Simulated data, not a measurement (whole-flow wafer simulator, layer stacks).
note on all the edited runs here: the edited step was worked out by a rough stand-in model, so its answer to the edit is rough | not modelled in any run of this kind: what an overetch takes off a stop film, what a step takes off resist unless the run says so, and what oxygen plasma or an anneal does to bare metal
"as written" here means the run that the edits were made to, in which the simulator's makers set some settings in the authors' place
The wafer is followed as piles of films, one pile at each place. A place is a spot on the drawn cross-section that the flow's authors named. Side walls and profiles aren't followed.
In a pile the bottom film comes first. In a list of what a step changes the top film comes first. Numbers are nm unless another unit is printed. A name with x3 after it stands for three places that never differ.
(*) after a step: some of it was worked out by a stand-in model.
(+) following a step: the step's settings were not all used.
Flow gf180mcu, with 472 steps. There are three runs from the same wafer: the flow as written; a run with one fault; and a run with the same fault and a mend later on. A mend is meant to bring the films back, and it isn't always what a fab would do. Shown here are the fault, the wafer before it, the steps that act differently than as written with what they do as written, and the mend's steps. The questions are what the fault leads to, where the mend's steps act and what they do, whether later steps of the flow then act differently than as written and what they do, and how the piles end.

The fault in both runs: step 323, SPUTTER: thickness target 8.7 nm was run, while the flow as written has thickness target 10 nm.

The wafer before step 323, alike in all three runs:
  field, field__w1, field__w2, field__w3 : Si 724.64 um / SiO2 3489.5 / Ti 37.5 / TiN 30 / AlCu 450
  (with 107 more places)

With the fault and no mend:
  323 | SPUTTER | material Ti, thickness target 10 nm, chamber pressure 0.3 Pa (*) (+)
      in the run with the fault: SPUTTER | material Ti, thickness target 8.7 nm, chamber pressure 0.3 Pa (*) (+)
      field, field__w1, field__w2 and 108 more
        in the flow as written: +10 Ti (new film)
        in the run with the fault: +8.7 Ti (new film)
  Steps further on in the flow that do not act as written (not shown: 3 more steps that differ only slightly, by at most 2% or 0.5 nm, whichever is larger):
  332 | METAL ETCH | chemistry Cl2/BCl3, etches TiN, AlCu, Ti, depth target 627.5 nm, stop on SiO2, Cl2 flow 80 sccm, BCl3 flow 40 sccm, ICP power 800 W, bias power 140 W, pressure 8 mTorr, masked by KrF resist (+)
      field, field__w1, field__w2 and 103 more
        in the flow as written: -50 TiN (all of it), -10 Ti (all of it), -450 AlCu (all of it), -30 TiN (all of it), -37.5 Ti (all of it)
        in the run with the fault: -50 TiN (all of it), -8.7 Ti (all of it), -450 AlCu (all of it), -30 TiN (all of it), -37.5 Ti (all of it)
  At field__w8, contact, m1, m1__w1, m1_nw, the piles at the end differ from the flow's by more than 2% or 0.5 nm, whichever is larger.
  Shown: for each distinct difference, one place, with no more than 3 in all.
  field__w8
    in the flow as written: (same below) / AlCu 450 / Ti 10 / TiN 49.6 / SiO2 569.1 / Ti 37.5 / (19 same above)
    in the run with the fault: (same below) / AlCu 450 / Ti 8.7 / TiN 49.6 / SiO2 570.4 / Ti 37.5 / (19 same above)
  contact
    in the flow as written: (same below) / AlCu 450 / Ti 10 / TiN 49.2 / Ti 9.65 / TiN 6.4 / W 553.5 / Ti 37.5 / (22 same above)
    in the run with the fault: (same below) / AlCu 450 / Ti 8.7 / TiN 49.2 / Ti 9.65 / TiN 6.4 / W 554.8 / Ti 37.5 / (22 same above)

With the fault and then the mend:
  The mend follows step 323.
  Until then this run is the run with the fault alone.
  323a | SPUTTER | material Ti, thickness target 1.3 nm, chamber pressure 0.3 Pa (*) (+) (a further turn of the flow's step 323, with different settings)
      field, field__w1, field__w2 and 108 more
        +1.3 Ti
  Later steps of the flow that are run all act as written at every place that is followed.
  By the end, the piles equal the flow's at every place that both follow.
